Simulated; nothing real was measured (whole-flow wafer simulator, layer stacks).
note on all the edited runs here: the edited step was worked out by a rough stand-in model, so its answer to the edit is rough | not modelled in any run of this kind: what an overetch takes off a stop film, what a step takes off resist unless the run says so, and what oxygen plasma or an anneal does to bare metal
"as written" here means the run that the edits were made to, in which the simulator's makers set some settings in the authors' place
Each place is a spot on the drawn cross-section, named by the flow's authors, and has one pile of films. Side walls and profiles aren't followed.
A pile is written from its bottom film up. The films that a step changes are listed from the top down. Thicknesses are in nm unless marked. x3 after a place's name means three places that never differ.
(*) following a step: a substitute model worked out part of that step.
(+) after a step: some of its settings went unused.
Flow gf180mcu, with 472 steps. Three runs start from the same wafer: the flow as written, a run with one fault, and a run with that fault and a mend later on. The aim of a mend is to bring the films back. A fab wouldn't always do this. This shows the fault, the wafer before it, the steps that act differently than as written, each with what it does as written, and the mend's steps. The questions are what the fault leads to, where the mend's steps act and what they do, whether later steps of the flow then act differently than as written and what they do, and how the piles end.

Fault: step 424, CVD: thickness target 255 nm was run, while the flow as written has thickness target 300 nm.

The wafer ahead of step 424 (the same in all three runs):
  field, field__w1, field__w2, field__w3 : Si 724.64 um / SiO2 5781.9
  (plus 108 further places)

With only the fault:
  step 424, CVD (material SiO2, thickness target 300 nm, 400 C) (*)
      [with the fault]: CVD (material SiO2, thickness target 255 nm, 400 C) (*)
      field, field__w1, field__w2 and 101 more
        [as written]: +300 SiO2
        [with the fault]: +255 SiO2
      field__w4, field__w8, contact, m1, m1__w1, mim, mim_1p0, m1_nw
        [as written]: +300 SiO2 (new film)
        [with the fault]: +255 SiO2 (new film)
  Steps further on in the flow that do not act as written (not shown: 3 more steps that differ only slightly, by at most 2% or 0.5 nm, whichever is larger):
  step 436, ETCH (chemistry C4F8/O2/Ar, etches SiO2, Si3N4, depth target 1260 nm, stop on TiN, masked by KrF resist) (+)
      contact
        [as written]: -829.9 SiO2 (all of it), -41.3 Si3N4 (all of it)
        [with the fault]: -784.9 SiO2 (all of it), -41.3 Si3N4 (all of it)
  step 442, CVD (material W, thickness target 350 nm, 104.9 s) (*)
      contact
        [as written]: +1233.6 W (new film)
        [with the fault]: +1188.2 W (new film)
  By the end, the piles at field__w4, field__w8, contact, m1, m1__w1, mim, mim_1p0, m1_nw depart from the flow's by more than 2% or 0.5 nm, whichever is larger.
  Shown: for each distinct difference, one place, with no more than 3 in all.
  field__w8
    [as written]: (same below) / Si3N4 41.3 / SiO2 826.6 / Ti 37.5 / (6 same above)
    [with the fault]: (same below) / Si3N4 41.3 / SiO2 781.6 / Ti 37.5 / (6 same above)
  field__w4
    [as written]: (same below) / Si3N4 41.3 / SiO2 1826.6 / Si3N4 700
    [with the fault]: (same below) / Si3N4 41.3 / SiO2 1781.6 / Si3N4 700
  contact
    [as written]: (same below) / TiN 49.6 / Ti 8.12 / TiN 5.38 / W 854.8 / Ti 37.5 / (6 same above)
    [with the fault]: (same below) / TiN 49.6 / Ti 8.33 / TiN 5.52 / W 809.4 / Ti 37.5 / (6 same above)

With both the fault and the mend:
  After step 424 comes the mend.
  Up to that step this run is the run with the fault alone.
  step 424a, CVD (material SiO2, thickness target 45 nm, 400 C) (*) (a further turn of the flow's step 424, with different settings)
      field, field__w1, field__w2 and 109 more
        +45 SiO2
  None of the later steps of the flow acts differently than as written at any place that is followed.
  The piles end the same as the flow's at every place that both follow.
